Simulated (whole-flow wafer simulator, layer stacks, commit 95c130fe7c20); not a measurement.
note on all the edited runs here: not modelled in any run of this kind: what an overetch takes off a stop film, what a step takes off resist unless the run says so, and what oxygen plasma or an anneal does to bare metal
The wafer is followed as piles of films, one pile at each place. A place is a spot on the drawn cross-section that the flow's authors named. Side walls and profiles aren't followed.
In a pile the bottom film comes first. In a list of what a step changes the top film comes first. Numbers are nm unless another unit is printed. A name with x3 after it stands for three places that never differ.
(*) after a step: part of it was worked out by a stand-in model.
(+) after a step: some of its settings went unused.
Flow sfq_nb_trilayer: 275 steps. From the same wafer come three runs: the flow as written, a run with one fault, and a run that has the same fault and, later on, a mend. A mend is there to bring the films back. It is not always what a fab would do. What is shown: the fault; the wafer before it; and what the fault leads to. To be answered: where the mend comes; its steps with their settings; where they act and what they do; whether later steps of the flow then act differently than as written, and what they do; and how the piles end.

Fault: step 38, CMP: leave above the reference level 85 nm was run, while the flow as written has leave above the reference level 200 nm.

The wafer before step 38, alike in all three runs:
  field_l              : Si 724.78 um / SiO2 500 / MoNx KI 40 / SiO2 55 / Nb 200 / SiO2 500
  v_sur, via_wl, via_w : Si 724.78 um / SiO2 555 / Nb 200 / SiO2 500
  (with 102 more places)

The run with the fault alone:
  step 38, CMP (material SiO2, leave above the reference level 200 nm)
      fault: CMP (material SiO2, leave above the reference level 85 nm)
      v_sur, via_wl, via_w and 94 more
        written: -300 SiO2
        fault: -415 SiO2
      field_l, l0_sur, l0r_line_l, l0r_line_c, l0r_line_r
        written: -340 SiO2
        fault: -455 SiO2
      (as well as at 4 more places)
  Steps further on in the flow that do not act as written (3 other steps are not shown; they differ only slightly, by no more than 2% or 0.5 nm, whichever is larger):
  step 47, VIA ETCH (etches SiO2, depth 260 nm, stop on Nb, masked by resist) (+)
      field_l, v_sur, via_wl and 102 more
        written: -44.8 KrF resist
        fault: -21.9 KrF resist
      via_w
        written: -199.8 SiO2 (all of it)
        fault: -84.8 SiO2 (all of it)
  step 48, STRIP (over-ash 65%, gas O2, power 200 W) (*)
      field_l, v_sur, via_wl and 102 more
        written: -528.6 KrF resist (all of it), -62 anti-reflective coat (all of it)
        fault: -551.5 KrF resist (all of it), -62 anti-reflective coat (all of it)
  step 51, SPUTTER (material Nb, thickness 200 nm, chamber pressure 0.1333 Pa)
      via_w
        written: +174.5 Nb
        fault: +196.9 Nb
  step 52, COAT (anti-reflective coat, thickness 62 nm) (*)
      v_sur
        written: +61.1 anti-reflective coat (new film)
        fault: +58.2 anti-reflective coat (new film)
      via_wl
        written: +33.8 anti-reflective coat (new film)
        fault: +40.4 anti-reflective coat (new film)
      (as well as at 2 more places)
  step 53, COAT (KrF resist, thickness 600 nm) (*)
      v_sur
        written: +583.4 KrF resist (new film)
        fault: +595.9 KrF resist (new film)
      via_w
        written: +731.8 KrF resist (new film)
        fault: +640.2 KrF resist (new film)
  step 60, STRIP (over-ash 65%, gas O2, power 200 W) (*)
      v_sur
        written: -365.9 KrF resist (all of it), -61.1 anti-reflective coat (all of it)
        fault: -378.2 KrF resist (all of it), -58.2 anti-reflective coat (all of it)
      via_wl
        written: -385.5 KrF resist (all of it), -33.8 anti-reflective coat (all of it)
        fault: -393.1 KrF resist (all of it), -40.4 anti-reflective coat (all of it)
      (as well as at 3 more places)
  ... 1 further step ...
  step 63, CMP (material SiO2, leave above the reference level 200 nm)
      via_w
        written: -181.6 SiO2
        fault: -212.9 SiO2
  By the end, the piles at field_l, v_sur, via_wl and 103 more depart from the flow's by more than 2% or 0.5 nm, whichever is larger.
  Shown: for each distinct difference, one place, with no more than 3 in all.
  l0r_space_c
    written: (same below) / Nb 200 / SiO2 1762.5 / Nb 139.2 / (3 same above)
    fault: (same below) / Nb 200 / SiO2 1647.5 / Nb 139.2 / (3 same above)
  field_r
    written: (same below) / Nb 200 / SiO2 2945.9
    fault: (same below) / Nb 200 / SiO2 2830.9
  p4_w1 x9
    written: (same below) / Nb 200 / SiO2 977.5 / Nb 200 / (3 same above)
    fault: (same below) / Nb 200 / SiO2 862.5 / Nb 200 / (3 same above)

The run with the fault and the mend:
  The mend stands after step 45.
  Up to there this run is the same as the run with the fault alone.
  step 45a, STRIP (over-ash 65%, gas O2, power 200 W) (*)
      field_l, v_sur, via_wl and 102 more
        -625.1 KrF resist (all of it), -62 anti-reflective coat (all of it)
      via_w
        -62 anti-reflective coat (all of it)
  step 45b, PECVD (material SiO2, thickness 115 nm, 150 C, 25.56 s, RF power 183.3 W, pressure 2.4 Torr, precursor SiH4/N2O) (the flow's step 37 again, with other settings)
      field_l, v_sur, via_wl and 103 more
        +115 SiO2
  step 45c, COAT (anti-reflective coat, thickness 62 nm) (the flow's step 40 again)
      field_l, v_sur, via_wl and 103 more
        +62 anti-reflective coat (new film)
  step 45d, COAT (KrF resist, thickness 650 nm) (the flow's step 41 again)
      field_l, v_sur, via_wl and 103 more
        +650 KrF resist (new film)
  step 45e, SOFTBAKE (KrF resist) (the flow's step 42 again)
      does not change any film at any place that is followed
  step 45f, EXPOSE (photomask I0, dose 11.91 mJ/cm2, NA 0.6, wavelength 248 nm) (*) (the flow's step 43 again)
      does not change any film at any place that is followed
  step 45g, PEB (KrF resist, 90 s) (the flow's step 44 again)
      field_l, v_sur, via_wl and 103 more
        -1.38 KrF resist
  step 45h, DEVELOP (KrF resist, thickness 650 nm, 60 s) (the flow's step 45 again)
      field_l, v_sur, via_wl and 102 more
        -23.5 KrF resist
      via_w
        -648.6 KrF resist (all of it)
  Later steps of the flow that are run all act as written at every place that is followed.
  The piles end the same as the flow's at every place that both follow.
